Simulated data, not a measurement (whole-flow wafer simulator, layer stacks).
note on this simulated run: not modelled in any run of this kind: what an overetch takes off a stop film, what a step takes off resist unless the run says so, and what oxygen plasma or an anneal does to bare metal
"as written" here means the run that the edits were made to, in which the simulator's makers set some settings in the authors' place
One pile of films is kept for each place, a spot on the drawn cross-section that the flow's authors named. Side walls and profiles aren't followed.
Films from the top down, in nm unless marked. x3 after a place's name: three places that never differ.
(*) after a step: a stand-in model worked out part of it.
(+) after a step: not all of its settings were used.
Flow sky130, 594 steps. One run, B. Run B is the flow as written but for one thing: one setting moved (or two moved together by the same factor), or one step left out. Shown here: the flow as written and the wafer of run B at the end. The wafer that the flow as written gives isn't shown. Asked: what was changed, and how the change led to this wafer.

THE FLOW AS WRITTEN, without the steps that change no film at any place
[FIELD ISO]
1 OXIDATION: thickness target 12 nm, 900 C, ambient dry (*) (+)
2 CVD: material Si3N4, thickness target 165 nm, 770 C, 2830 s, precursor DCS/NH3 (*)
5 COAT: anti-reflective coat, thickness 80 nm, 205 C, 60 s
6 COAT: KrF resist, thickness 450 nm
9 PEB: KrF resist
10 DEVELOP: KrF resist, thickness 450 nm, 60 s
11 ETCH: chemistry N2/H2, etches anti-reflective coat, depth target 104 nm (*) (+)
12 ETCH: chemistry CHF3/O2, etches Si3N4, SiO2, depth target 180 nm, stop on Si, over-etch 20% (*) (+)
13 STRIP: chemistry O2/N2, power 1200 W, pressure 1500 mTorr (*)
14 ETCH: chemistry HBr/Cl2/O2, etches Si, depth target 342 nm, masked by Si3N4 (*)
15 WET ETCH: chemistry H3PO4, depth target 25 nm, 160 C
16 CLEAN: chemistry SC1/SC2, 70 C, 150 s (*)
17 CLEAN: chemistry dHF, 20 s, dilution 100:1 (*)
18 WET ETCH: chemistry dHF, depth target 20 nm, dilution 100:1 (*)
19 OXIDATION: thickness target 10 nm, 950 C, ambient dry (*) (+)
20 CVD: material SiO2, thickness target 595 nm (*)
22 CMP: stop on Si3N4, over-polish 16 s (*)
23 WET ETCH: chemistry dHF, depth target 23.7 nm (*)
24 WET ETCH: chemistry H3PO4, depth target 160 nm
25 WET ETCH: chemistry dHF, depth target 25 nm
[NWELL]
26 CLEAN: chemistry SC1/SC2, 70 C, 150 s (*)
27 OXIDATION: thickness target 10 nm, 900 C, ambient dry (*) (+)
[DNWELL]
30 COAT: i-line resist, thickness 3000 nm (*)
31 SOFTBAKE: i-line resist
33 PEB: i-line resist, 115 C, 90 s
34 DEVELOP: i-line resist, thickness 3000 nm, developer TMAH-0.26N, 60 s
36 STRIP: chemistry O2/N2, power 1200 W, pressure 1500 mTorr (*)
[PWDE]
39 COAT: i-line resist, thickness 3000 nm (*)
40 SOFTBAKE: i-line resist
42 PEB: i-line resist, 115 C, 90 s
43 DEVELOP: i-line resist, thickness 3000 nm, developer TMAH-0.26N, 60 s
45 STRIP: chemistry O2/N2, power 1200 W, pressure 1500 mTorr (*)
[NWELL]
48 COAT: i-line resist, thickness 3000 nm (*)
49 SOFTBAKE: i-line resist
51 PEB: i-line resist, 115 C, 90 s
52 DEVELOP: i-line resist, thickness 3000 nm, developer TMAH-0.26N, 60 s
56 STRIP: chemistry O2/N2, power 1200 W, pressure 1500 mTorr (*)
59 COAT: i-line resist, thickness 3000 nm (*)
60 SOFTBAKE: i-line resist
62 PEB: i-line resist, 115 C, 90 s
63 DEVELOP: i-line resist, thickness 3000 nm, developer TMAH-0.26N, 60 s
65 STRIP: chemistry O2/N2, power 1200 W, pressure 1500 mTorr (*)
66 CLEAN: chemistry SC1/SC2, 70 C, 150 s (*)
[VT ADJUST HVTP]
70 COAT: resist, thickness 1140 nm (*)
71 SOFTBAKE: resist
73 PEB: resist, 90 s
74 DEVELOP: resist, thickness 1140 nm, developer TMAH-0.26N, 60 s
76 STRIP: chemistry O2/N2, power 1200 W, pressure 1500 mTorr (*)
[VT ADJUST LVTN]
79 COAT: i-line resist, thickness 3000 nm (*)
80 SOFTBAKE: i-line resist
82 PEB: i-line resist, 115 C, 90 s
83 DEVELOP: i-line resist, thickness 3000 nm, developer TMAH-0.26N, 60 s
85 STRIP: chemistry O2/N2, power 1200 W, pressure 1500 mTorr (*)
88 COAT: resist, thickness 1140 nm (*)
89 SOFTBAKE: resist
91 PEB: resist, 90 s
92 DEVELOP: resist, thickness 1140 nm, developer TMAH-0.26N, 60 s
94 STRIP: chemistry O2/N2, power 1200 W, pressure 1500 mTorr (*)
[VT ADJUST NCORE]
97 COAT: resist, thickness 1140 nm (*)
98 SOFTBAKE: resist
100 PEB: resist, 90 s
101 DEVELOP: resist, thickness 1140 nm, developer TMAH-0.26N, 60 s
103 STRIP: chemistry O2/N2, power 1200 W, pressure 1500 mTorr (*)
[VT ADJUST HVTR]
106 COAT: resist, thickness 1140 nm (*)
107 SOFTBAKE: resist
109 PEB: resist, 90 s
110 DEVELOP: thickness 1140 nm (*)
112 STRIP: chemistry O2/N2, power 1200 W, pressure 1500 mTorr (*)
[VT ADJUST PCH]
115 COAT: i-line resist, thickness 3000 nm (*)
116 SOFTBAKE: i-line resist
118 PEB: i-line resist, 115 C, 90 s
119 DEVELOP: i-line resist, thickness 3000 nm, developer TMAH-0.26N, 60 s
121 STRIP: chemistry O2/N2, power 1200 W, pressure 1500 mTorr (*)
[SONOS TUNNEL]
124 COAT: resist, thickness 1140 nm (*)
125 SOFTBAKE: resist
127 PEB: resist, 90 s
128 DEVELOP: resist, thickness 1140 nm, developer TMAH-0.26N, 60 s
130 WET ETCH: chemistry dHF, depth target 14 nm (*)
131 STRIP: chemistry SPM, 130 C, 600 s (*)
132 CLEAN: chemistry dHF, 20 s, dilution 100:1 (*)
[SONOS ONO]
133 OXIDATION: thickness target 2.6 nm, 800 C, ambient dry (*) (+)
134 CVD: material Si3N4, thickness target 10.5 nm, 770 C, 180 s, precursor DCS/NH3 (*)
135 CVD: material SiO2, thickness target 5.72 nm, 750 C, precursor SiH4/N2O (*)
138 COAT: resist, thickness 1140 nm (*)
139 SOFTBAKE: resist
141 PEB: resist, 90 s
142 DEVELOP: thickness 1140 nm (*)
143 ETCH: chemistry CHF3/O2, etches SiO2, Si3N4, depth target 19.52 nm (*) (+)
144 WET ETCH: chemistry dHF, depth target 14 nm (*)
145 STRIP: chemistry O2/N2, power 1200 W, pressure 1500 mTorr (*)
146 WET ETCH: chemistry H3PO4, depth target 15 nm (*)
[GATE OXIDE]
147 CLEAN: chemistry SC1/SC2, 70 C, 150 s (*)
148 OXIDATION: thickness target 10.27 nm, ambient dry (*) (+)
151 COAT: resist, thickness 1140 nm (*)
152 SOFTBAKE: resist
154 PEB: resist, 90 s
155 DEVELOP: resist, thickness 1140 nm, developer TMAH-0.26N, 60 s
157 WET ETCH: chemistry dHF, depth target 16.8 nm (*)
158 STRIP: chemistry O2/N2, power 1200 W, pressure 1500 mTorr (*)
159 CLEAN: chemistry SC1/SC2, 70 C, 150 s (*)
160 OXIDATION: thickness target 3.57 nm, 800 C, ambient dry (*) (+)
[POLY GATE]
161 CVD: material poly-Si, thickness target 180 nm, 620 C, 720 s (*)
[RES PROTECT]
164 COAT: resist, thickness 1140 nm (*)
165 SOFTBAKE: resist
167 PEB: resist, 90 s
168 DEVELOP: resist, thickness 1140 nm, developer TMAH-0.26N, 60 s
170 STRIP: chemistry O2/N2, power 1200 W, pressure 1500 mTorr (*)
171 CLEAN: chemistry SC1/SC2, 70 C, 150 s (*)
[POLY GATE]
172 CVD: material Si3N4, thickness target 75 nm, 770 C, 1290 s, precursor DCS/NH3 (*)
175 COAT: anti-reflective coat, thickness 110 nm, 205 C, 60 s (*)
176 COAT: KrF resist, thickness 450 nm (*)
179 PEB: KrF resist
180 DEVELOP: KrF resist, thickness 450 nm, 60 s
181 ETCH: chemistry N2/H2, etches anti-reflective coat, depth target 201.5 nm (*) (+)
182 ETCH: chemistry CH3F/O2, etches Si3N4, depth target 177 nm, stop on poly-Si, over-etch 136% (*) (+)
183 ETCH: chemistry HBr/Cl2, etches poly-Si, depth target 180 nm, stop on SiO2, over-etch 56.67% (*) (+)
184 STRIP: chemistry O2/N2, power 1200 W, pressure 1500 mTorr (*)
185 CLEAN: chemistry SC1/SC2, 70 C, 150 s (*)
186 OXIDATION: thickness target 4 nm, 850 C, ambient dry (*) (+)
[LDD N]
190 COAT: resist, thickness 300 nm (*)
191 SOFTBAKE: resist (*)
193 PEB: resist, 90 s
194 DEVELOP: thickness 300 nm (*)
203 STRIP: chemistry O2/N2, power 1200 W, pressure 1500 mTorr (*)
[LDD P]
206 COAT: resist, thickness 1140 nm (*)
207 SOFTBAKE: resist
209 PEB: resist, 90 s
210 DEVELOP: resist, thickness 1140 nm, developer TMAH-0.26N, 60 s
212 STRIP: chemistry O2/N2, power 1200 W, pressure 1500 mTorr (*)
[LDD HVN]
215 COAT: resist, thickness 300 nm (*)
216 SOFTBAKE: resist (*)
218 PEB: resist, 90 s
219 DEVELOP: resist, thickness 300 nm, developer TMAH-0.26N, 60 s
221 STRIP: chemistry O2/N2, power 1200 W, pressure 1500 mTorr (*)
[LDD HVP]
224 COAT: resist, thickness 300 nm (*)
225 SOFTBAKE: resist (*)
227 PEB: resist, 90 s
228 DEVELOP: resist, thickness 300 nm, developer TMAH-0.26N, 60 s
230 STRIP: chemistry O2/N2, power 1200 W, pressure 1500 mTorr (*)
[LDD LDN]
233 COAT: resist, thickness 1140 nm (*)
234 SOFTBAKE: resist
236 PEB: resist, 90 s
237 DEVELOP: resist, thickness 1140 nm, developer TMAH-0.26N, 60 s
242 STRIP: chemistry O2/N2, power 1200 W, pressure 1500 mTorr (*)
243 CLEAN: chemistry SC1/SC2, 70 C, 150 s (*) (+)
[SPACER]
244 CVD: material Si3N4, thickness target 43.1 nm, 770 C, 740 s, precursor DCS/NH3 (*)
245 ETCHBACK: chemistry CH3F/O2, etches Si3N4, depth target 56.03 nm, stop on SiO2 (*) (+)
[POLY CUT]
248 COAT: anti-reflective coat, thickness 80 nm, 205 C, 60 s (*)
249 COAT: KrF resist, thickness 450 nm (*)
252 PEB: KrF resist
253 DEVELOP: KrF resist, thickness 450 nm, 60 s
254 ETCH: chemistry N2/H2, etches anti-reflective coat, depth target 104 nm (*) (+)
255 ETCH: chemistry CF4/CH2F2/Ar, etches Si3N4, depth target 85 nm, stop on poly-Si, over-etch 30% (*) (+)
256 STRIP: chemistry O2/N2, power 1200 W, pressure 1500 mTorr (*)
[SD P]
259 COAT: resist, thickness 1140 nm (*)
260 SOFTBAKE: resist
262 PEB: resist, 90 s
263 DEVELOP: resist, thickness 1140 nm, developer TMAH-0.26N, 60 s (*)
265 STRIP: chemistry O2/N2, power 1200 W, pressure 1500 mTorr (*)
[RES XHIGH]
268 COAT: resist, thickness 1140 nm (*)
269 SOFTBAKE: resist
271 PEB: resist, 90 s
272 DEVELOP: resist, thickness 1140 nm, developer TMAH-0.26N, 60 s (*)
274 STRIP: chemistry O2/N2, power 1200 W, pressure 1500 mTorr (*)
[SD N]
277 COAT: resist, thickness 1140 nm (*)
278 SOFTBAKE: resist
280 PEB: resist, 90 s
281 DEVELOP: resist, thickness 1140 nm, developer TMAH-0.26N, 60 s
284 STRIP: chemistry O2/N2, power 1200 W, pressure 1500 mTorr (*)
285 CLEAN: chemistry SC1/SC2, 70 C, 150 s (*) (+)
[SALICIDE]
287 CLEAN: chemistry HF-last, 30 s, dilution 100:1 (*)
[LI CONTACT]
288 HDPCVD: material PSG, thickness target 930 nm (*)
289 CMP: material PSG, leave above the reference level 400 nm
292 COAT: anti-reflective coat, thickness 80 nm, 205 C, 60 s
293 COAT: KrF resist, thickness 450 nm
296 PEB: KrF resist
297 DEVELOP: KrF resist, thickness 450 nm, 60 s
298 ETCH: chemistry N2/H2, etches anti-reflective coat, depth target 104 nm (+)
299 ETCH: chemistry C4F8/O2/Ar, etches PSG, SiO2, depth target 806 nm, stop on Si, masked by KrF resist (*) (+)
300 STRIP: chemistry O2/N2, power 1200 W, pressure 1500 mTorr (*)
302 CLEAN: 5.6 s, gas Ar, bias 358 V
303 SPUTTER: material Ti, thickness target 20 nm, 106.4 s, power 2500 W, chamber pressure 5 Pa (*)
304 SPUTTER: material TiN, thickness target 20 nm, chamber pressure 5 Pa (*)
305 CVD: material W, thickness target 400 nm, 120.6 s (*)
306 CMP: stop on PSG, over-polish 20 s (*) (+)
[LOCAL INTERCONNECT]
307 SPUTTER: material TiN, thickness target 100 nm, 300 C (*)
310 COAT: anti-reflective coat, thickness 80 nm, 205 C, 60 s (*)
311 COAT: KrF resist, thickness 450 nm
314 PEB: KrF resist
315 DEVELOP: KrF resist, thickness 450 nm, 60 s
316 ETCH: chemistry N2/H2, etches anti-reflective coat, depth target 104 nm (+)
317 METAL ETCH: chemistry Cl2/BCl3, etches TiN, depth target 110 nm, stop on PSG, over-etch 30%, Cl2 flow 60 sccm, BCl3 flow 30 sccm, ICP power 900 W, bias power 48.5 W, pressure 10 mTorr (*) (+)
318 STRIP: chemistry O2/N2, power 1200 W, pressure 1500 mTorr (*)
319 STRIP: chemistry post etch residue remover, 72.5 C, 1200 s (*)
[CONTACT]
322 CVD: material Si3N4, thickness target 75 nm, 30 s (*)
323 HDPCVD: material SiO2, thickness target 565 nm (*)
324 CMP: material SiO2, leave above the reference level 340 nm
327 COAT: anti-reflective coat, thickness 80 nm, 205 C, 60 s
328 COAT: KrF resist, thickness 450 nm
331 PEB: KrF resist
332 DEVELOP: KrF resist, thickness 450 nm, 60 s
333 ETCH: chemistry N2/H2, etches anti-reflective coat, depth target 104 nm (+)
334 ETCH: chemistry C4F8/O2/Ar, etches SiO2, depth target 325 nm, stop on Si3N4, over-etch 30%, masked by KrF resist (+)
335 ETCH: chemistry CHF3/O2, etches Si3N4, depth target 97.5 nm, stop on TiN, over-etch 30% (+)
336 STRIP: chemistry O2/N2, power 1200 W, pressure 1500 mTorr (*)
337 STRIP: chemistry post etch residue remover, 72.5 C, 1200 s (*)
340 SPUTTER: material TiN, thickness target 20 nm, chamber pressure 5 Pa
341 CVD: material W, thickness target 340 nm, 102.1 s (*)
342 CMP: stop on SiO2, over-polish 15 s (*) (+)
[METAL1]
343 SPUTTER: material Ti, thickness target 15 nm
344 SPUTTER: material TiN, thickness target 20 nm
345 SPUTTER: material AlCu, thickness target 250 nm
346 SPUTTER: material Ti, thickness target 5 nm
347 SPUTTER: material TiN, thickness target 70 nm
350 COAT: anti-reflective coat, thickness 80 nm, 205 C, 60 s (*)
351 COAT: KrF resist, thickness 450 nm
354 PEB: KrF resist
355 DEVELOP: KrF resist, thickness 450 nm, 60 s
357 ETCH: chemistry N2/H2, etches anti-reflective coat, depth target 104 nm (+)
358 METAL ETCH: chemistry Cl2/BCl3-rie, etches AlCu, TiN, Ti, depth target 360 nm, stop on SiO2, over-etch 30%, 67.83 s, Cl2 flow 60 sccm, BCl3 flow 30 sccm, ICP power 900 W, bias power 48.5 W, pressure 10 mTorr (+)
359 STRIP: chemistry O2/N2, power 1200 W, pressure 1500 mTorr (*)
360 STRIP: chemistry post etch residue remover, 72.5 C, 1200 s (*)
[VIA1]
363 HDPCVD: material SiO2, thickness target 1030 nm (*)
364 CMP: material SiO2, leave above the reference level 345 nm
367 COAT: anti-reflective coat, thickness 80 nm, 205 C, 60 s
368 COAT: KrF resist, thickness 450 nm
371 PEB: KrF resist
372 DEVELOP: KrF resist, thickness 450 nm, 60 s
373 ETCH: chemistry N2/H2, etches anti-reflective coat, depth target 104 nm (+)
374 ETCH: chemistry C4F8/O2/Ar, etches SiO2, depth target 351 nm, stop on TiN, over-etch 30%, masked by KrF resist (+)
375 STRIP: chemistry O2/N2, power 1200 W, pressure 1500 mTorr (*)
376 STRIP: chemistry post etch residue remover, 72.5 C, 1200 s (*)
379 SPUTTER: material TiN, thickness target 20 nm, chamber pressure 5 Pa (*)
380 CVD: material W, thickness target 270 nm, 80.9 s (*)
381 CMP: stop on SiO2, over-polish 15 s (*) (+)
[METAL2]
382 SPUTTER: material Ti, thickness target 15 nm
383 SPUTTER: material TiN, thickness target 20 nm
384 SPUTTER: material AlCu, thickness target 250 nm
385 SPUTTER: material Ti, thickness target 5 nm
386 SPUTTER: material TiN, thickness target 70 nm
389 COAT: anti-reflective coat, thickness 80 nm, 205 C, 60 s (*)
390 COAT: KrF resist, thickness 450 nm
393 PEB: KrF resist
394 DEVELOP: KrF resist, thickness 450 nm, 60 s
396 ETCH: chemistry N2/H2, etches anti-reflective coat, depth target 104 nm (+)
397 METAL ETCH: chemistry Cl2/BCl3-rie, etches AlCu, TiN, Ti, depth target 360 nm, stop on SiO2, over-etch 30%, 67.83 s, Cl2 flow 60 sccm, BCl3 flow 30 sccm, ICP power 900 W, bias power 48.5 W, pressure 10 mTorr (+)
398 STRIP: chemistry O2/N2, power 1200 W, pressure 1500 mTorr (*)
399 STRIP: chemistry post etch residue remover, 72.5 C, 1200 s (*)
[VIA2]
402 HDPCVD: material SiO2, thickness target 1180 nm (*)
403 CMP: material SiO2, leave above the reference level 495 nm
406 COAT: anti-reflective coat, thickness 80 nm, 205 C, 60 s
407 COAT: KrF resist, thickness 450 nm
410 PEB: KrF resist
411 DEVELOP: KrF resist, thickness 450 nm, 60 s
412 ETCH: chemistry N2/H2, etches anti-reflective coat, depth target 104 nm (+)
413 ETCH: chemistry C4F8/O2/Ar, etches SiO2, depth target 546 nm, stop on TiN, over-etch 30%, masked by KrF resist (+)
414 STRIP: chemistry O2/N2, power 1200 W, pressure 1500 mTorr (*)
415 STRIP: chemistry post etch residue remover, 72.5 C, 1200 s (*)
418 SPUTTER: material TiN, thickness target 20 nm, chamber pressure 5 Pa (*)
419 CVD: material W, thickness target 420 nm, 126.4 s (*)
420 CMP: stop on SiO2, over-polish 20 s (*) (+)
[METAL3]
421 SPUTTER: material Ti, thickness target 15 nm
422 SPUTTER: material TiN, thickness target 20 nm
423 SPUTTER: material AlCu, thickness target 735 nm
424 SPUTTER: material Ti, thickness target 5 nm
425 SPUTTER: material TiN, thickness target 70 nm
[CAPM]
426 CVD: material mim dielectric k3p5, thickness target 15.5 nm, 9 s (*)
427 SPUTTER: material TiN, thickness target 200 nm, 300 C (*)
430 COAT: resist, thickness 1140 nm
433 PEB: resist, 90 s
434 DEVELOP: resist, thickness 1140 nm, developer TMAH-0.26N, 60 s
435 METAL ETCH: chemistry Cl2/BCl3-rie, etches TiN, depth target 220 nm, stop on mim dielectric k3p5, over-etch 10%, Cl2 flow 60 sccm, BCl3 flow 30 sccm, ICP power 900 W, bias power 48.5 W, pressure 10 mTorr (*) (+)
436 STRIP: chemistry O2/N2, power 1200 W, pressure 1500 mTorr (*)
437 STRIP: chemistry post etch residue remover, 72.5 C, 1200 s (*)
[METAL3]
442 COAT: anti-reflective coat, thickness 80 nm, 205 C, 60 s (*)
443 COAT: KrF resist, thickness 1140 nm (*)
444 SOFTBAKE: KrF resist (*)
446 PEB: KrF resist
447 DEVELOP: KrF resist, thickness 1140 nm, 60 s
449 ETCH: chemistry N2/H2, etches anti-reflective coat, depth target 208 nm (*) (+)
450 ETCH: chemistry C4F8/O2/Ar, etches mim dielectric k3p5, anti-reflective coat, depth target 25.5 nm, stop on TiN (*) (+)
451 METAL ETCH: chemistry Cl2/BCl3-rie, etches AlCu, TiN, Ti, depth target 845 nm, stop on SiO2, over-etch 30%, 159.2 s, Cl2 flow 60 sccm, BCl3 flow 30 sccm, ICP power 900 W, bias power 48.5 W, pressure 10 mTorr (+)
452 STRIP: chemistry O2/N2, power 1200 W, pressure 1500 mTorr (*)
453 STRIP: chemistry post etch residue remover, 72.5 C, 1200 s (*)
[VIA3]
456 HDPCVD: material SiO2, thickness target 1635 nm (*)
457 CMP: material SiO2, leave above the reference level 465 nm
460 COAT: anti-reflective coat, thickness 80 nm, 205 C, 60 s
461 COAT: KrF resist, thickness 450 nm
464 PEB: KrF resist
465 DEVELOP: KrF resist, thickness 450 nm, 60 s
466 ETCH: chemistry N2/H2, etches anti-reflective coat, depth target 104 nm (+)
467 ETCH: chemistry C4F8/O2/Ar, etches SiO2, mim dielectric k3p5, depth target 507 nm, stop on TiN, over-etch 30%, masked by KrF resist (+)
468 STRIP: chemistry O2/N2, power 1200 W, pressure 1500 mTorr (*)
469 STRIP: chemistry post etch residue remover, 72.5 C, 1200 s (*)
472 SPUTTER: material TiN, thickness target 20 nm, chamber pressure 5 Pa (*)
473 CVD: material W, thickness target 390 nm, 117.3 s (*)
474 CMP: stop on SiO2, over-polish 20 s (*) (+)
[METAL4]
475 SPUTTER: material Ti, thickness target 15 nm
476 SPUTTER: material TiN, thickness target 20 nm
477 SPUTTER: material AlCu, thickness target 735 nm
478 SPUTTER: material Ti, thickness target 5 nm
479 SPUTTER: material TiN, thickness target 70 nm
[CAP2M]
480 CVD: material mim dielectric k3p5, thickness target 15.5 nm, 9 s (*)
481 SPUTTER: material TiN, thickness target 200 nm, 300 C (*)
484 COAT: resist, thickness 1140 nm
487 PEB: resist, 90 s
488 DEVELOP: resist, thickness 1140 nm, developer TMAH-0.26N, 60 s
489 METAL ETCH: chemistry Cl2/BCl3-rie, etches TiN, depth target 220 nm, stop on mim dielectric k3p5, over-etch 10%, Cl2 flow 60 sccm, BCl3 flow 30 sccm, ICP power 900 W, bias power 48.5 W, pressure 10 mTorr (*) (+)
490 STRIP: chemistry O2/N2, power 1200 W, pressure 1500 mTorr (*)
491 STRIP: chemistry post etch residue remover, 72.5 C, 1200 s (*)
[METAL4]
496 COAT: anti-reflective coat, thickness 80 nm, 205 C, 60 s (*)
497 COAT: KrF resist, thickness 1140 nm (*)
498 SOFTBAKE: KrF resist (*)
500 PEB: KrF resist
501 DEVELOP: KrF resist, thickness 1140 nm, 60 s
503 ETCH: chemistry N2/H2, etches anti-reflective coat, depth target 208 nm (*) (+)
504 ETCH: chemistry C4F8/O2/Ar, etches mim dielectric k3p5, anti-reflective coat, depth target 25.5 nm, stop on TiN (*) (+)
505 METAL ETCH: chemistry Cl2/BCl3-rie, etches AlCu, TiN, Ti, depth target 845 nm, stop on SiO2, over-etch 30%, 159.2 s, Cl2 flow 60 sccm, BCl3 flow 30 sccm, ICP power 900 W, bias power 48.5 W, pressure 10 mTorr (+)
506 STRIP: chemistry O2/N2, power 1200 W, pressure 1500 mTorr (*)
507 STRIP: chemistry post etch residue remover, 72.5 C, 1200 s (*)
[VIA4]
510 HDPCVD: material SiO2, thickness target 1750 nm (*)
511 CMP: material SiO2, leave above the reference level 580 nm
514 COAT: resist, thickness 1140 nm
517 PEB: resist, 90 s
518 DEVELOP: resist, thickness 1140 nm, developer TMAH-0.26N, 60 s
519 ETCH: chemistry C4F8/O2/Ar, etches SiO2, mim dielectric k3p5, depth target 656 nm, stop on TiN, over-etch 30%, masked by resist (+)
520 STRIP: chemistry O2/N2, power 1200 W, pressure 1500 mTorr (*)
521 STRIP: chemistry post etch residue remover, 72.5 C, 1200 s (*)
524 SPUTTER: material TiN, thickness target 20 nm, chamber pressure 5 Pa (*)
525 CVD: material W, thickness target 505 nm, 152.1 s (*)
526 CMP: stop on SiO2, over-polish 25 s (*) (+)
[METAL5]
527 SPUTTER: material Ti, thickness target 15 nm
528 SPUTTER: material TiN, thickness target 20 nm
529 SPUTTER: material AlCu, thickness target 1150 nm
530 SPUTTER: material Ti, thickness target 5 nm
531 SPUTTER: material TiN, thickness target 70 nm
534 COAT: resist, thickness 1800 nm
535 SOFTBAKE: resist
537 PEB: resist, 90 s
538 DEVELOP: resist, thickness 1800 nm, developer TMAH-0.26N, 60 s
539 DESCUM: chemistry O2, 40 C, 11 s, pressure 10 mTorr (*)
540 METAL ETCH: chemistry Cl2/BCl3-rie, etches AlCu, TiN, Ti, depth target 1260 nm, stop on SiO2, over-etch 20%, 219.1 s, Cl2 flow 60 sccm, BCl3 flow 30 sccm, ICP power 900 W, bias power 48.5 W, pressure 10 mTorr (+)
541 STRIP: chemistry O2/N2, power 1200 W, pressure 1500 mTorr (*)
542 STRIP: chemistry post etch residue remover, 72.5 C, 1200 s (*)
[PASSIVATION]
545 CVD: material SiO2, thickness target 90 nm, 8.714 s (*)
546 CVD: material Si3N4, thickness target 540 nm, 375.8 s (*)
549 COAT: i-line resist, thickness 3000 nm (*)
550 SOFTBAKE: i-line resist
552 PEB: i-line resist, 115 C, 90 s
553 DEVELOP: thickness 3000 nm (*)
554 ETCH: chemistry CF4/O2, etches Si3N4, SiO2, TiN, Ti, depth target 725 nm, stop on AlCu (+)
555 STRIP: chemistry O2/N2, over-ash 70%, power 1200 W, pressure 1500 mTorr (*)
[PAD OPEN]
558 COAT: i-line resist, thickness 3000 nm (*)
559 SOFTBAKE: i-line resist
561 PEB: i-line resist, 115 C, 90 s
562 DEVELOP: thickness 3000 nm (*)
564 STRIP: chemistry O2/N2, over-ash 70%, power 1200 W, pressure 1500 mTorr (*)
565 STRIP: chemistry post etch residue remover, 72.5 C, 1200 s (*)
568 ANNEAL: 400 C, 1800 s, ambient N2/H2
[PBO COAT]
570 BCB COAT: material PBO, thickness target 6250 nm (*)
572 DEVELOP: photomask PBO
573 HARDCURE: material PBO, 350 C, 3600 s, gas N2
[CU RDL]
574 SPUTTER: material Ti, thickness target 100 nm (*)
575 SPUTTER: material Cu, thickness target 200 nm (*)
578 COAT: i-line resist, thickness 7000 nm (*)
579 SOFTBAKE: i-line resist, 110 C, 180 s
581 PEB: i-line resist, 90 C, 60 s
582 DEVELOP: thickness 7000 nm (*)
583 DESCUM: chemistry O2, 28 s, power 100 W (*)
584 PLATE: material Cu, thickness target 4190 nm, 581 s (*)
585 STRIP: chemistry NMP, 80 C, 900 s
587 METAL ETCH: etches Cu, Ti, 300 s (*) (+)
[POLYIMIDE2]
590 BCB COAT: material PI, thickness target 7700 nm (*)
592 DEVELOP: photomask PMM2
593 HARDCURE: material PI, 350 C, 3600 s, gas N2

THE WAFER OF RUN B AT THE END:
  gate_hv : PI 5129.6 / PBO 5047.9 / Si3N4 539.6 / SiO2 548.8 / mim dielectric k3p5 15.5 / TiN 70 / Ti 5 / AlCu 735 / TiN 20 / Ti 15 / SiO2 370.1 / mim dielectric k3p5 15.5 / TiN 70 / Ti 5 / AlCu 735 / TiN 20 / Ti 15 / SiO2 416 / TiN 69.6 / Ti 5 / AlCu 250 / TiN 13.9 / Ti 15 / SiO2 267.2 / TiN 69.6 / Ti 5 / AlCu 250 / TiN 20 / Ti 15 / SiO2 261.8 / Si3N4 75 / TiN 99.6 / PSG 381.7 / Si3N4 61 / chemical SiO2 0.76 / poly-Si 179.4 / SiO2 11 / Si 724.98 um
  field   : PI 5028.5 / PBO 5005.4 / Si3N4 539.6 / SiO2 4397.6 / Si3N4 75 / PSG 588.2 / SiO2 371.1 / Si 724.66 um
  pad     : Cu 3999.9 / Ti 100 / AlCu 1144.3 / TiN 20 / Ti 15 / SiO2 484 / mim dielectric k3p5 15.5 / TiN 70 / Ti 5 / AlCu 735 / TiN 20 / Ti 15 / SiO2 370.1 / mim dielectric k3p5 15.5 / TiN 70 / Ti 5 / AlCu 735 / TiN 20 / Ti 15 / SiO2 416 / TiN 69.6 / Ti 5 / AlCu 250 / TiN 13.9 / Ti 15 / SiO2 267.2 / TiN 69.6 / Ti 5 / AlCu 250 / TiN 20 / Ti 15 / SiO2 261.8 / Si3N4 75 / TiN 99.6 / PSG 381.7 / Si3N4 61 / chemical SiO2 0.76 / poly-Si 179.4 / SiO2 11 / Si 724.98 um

The cause: step 383, SPUTTER: thickness target 13.9 nm was run, where the flow has thickness target 20 nm.
It can be read off the wafer: gate_hv has TiN 13.9, and step 383 as written asks for 20 nm.

How the change led to this, step by step:
  383 SPUTTER: material TiN, thickness target 20 nm
      field, active, n_well and 188 more: TiN +13.9 (new film) (as written it would be: TiN +20 (new film))
  397 METAL ETCH: chemistry Cl2/BCl3-rie, etches AlCu, TiN, Ti, depth target 360 nm, stop on SiO2, over-etch 30%, 67.83 s, Cl2 flow 60 sccm, BCl3 flow 30 sccm, ICP power 900 W, bias power 48.5 W, pressure 10 mTorr (+)
      field, active, gate and 82 more: TiN -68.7 (all of it), Ti -5 (all of it), AlCu -250 (all of it), TiN -13.9 (all of it), Ti -15 (all of it), SiO2 -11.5 (as written it would be: TiN -68.7 (all of it), Ti -5 (all of it), AlCu -250 (all of it), TiN -20 (all of it), Ti -15 (all of it), SiO2 -10.9)
